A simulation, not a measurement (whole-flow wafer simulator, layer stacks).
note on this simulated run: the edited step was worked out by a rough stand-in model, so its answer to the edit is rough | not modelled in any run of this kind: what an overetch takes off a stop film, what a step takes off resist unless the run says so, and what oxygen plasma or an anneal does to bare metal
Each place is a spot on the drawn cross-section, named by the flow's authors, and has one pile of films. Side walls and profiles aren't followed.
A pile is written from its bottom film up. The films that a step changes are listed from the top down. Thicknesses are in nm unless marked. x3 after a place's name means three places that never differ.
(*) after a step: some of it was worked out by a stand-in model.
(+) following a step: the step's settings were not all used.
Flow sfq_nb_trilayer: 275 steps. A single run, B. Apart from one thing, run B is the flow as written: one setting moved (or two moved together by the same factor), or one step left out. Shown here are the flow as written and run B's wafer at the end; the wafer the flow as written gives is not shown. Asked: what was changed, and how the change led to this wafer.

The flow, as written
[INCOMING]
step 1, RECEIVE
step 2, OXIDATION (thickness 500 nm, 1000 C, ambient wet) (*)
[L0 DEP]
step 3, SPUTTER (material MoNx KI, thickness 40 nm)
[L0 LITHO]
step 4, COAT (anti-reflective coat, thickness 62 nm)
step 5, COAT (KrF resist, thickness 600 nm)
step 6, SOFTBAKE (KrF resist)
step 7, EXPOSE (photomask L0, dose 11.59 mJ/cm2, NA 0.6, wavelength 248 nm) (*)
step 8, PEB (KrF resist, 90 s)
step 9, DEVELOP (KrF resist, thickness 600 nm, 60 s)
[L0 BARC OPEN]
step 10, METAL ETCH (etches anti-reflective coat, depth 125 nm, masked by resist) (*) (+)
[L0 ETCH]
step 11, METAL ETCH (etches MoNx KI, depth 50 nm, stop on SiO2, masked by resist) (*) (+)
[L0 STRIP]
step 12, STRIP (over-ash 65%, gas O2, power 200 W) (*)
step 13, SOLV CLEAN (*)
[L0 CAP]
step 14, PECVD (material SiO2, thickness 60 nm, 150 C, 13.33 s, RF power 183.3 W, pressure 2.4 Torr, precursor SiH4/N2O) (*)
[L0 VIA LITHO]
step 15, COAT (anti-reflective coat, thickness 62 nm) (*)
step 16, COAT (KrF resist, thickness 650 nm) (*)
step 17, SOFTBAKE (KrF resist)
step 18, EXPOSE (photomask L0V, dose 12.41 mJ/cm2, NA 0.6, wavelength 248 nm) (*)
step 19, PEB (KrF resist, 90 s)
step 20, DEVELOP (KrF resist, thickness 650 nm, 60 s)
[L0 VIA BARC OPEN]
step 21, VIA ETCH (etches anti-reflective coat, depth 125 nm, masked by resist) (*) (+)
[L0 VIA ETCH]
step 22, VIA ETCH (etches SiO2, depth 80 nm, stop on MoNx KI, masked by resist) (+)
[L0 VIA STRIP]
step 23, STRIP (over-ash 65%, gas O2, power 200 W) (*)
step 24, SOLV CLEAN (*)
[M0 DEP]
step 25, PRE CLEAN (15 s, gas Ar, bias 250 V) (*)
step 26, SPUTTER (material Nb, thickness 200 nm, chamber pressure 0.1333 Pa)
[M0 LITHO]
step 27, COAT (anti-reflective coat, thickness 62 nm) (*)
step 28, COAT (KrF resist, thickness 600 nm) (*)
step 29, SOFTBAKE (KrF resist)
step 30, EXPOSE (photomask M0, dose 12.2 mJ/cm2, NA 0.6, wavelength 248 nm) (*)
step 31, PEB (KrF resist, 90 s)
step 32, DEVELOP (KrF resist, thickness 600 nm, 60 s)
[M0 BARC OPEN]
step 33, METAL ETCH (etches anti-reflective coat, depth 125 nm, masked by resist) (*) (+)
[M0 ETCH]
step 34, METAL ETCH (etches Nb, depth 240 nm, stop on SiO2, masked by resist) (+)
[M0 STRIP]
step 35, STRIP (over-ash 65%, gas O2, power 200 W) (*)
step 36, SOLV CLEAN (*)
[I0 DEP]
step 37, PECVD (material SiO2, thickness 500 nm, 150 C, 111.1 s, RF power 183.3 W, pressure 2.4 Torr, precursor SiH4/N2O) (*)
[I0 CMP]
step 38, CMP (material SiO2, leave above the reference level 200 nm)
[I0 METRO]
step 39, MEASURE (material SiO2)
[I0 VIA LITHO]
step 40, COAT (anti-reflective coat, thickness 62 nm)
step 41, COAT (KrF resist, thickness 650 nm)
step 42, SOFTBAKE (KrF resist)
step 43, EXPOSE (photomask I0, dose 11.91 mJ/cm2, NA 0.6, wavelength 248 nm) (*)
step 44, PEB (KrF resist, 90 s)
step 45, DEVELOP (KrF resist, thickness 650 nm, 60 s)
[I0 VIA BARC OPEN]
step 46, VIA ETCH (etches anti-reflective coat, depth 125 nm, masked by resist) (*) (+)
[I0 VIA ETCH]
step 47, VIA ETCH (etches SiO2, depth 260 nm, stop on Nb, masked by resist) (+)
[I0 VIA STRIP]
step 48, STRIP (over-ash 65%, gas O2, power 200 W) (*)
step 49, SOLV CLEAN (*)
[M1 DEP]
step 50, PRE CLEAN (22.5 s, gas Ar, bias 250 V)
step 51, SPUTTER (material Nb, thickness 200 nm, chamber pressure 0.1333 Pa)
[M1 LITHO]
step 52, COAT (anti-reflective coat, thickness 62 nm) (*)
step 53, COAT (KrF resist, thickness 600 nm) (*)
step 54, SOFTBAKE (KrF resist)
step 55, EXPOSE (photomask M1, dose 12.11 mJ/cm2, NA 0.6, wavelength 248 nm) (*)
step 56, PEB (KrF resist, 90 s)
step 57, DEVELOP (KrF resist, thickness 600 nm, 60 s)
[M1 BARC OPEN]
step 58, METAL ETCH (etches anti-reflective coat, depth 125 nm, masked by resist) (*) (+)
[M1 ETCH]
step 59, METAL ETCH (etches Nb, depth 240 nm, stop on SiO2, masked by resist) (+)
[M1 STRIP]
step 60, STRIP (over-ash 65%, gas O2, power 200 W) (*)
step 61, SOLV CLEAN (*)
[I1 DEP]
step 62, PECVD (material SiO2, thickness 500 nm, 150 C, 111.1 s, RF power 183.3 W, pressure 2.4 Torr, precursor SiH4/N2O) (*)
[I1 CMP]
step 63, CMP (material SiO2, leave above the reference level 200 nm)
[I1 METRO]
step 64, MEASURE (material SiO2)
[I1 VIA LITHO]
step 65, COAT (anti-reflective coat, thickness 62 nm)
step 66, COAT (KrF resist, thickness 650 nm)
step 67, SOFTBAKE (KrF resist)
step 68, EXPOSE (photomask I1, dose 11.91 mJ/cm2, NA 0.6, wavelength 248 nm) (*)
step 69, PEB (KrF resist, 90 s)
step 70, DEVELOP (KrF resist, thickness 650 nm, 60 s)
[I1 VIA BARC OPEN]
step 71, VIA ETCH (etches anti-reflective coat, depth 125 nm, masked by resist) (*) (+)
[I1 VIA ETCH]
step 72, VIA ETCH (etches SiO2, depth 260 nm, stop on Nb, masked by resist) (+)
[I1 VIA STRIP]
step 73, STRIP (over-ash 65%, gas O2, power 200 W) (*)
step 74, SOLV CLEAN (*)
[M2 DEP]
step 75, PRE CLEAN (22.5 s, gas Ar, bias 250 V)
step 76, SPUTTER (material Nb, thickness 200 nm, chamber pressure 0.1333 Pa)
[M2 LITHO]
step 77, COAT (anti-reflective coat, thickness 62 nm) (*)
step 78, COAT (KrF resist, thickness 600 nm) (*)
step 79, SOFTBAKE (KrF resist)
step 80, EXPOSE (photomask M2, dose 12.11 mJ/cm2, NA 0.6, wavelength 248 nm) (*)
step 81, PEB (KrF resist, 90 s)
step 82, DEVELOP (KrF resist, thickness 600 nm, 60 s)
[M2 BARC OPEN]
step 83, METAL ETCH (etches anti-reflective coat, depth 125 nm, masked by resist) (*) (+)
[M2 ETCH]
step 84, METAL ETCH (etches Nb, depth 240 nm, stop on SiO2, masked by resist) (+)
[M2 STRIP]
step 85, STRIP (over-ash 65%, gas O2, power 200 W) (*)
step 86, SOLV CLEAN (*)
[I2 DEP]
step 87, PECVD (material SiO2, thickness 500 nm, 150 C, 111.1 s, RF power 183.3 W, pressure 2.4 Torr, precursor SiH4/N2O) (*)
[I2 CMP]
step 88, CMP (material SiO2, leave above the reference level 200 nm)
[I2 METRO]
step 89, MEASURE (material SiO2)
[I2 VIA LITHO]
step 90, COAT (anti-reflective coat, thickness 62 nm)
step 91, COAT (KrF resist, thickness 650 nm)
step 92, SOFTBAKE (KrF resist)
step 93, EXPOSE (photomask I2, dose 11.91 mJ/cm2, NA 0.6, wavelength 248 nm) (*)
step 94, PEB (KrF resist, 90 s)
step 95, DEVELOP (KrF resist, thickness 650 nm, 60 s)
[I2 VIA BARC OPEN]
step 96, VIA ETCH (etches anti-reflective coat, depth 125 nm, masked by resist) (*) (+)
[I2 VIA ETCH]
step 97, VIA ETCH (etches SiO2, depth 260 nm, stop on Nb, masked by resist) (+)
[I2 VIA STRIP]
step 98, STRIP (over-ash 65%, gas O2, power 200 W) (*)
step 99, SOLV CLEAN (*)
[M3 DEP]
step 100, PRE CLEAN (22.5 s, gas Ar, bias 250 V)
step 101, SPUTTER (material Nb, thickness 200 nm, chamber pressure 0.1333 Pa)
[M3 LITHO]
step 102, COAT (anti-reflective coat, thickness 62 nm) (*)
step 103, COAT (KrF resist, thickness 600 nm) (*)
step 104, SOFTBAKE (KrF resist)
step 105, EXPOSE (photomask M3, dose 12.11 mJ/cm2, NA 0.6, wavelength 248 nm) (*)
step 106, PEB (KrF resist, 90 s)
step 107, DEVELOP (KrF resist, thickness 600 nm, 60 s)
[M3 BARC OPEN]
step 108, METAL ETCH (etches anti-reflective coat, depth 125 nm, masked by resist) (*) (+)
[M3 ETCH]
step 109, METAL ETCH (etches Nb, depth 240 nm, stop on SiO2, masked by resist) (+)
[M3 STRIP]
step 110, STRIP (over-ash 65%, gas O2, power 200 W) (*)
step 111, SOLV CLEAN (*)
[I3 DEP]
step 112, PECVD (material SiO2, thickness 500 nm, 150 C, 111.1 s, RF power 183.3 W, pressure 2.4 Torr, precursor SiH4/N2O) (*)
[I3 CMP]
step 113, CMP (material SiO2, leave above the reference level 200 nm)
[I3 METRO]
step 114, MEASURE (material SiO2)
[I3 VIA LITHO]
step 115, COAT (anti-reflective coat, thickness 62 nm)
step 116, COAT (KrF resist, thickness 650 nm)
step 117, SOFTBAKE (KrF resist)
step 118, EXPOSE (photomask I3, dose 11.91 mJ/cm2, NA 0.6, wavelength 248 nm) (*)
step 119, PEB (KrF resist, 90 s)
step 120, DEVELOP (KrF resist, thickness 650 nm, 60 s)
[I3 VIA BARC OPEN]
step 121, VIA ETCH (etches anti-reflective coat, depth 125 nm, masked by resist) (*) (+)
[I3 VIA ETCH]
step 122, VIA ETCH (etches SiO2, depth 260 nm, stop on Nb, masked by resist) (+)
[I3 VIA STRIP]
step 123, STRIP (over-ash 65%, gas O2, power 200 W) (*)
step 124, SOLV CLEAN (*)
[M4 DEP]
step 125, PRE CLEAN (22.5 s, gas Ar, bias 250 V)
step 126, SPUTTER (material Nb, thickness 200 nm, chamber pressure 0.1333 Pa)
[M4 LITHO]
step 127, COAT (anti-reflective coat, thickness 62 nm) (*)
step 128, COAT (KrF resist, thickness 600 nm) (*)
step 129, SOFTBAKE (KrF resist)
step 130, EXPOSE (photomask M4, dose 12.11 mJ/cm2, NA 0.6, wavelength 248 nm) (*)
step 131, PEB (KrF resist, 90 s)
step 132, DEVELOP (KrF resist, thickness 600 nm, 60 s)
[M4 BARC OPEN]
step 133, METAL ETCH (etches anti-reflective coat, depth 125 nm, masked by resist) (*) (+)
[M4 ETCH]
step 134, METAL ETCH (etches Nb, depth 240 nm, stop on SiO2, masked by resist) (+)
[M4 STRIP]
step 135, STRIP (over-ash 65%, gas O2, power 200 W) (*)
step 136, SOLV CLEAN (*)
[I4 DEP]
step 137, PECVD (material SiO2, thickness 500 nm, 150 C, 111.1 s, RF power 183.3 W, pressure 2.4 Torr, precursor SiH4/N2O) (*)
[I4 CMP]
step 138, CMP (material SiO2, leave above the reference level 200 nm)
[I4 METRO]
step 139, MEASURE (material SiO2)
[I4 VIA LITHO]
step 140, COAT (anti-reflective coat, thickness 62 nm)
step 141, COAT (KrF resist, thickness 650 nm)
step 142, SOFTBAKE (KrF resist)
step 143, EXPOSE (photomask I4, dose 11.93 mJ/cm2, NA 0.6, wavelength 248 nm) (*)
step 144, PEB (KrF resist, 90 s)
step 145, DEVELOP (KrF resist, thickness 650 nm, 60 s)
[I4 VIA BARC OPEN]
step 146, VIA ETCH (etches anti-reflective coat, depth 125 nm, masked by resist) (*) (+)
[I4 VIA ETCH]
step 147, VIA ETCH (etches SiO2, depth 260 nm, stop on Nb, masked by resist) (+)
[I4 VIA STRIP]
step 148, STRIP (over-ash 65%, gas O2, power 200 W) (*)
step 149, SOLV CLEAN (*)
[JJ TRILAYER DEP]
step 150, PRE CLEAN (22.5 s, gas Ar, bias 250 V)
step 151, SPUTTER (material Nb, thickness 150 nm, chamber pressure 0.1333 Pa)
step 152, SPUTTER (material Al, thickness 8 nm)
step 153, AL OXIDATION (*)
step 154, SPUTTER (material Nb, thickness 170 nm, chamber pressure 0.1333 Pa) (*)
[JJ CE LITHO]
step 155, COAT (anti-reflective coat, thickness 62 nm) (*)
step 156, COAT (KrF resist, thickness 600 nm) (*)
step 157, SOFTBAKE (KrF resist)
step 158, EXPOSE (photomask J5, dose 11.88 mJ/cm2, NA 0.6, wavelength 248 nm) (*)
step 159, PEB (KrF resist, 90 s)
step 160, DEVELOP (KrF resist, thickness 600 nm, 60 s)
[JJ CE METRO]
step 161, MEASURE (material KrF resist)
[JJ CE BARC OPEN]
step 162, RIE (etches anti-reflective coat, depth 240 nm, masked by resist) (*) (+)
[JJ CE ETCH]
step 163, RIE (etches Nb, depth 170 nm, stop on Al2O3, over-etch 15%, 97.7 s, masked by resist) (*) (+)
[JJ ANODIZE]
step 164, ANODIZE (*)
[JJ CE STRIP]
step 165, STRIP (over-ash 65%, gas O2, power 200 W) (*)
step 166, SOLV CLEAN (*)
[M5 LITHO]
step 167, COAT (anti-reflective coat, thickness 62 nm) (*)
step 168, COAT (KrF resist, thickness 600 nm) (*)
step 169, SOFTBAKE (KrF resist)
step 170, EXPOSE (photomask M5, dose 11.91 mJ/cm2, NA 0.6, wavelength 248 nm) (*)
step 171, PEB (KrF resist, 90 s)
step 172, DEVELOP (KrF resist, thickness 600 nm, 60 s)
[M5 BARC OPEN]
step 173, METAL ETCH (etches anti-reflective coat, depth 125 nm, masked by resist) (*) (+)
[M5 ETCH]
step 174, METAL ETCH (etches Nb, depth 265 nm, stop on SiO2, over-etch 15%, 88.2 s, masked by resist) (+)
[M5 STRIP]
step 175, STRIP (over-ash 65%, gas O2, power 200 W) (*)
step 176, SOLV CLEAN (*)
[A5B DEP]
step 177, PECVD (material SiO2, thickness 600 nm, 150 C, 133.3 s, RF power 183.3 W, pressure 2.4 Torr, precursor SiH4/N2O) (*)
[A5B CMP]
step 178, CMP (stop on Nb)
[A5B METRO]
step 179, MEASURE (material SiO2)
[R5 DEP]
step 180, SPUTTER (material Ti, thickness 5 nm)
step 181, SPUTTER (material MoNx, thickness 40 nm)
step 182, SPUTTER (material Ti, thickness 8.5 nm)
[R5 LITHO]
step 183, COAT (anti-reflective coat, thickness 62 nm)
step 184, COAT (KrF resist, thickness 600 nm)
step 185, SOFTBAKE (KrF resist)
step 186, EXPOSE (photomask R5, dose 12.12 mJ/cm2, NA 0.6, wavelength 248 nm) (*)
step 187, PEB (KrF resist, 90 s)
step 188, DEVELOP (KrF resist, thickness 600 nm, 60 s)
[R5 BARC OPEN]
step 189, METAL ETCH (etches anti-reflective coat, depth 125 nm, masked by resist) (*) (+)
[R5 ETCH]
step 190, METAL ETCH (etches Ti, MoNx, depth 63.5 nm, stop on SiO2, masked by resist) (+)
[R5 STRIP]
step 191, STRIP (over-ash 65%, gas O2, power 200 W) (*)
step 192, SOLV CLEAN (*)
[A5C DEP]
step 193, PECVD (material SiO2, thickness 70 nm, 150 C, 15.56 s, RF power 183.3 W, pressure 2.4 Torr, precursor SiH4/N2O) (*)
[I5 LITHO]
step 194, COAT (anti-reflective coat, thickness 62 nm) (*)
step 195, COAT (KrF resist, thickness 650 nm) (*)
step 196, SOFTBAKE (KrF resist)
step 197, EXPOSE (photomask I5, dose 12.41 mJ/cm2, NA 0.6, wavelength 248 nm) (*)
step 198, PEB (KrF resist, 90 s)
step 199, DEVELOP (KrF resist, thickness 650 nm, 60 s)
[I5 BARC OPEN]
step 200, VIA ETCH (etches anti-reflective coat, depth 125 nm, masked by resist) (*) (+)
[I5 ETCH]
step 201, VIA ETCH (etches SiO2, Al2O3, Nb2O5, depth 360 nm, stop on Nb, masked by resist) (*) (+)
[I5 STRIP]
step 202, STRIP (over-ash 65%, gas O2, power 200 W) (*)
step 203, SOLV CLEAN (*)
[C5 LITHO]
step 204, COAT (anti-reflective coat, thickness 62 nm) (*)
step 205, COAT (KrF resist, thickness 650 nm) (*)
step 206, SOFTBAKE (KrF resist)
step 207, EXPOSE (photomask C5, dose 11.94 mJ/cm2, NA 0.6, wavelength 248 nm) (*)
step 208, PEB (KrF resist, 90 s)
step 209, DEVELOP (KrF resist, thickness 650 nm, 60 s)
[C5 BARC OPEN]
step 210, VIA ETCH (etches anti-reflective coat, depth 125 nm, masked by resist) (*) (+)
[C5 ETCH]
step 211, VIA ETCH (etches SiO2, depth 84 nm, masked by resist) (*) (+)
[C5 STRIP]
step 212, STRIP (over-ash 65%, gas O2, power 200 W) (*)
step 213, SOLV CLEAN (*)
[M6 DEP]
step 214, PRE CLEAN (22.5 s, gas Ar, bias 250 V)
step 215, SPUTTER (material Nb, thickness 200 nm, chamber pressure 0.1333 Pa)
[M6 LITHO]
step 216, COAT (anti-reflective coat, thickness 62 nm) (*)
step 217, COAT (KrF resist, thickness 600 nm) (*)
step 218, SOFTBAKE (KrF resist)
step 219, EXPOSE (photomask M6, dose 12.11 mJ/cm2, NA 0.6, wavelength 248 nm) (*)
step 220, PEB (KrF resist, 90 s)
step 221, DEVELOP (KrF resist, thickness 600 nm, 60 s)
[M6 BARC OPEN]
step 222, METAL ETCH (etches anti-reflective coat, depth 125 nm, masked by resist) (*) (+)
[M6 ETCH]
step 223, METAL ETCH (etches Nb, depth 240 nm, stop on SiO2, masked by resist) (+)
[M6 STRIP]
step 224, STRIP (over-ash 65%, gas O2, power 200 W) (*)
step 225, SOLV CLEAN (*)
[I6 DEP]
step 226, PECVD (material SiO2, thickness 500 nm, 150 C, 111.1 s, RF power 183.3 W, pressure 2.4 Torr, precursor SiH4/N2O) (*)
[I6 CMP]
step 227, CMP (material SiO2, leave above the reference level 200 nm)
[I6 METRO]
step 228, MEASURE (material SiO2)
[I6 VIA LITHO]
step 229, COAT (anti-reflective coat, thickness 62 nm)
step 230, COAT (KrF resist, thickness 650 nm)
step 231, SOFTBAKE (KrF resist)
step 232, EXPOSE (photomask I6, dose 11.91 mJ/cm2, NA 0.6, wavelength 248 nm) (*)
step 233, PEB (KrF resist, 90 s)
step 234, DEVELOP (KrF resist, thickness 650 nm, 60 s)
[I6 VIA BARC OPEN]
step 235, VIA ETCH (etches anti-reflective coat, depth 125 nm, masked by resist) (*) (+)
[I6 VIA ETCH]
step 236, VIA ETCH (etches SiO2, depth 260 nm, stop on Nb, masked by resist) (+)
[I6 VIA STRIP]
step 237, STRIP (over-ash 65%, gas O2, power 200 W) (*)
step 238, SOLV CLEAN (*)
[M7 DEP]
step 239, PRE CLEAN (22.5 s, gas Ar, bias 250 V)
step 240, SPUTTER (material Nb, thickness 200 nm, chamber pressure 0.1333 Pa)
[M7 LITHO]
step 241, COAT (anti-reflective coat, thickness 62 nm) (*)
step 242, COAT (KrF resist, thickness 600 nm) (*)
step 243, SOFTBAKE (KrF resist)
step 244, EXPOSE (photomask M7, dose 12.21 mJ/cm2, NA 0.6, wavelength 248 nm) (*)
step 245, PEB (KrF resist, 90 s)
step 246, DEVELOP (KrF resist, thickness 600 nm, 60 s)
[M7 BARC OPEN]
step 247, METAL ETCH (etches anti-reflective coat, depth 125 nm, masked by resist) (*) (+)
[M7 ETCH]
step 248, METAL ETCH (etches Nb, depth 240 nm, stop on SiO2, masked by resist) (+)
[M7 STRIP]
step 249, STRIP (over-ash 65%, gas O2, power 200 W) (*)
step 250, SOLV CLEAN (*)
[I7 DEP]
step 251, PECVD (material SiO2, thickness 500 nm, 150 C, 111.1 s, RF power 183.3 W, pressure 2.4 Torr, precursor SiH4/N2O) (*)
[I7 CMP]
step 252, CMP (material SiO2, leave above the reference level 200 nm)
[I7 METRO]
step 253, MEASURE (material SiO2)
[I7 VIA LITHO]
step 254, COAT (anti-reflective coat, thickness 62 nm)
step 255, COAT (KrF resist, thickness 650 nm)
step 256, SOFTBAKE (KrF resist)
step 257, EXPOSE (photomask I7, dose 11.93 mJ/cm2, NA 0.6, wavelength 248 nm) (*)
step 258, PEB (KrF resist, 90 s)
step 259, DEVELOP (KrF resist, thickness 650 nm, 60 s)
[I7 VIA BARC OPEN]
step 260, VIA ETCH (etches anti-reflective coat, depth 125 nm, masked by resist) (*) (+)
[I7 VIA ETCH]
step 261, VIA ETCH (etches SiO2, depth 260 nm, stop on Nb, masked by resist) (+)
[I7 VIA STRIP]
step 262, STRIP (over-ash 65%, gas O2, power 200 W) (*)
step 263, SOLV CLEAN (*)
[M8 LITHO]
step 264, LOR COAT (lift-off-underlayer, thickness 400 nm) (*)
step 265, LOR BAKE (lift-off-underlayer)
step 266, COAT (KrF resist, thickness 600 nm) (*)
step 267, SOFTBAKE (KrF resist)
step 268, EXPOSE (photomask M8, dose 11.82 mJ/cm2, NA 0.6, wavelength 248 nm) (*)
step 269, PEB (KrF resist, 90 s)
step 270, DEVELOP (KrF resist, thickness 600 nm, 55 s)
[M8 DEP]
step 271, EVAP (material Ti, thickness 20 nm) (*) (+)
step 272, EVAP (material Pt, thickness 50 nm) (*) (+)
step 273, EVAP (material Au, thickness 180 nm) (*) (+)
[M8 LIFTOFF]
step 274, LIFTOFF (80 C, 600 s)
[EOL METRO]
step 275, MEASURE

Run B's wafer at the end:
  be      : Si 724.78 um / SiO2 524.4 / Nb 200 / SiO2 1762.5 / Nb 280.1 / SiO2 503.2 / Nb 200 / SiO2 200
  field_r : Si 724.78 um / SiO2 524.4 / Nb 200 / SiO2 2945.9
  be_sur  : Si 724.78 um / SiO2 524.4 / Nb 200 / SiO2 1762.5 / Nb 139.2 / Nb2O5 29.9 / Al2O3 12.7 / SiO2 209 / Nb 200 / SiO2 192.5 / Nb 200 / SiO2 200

The reason: step 14, PECVD: thickness 29.4 nm was run, whereas the flow has thickness 60 nm; step 14, PECVD: 6.533 s was run, where the flow has 13.33 s.

The path from the change to this, step by step:
  step 14, PECVD (material SiO2, thickness 60 nm, 150 C, 13.33 s, RF power 183.3 W, pressure 2.4 Torr, precursor SiH4/N2O) (*)
      v_sur, via_wl, via_w and 97 more: +29.4 SiO2 (as written it would have been: +60 SiO2)
      field_l, l0_sur, l0v, l0r_line_l, l0r_line_c, l0r_line_r: +29.4 SiO2 (new film) (as written it would have been: +60 SiO2 (new film))
  step 22, VIA ETCH (etches SiO2, depth 80 nm, stop on MoNx KI, masked by resist) (+)
      field_l, v_sur, via_wl and 102 more: -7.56 KrF resist (as written it would have been: -13.8 KrF resist)
      l0v: -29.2 SiO2 (all of it) (as written it would have been: -59.8 SiO2 (all of it))
  step 26, SPUTTER (material Nb, thickness 200 nm, chamber pressure 0.1333 Pa)
      l0v: +200 Nb (new film) (as written it would have been: +195.7 Nb (new film))
  step 27, COAT (anti-reflective coat, thickness 62 nm) (*)
      l0_sur: +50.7 anti-reflective coat (new film) (as written it would have been: +47.5 anti-reflective coat (new film))
      l0v: +68.5 anti-reflective coat (new film) (as written it would have been: +78 anti-reflective coat (new film))
  step 28, COAT (KrF resist, thickness 600 nm) (*)
      l0v: +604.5 KrF resist (new film) (as written it would have been: +622.9 KrF resist (new film))
  step 35, STRIP (over-ash 65%, gas O2, power 200 W) (*)
      l0_sur: -373.9 KrF resist (all of it), -50.7 anti-reflective coat (all of it) (as written it would have been: -372 KrF resist (all of it), -47.5 anti-reflective coat (all of it))
      l0v: -386.9 KrF resist (all of it), -68.5 anti-reflective coat (all of it) (as written it would have been: -405.3 KrF resist (all of it), -78 anti-reflective coat (all of it))
  step 38, CMP (material SiO2, leave above the reference level 200 nm)
      l0v: -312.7 SiO2 (as written it would have been: -277.8 SiO2)
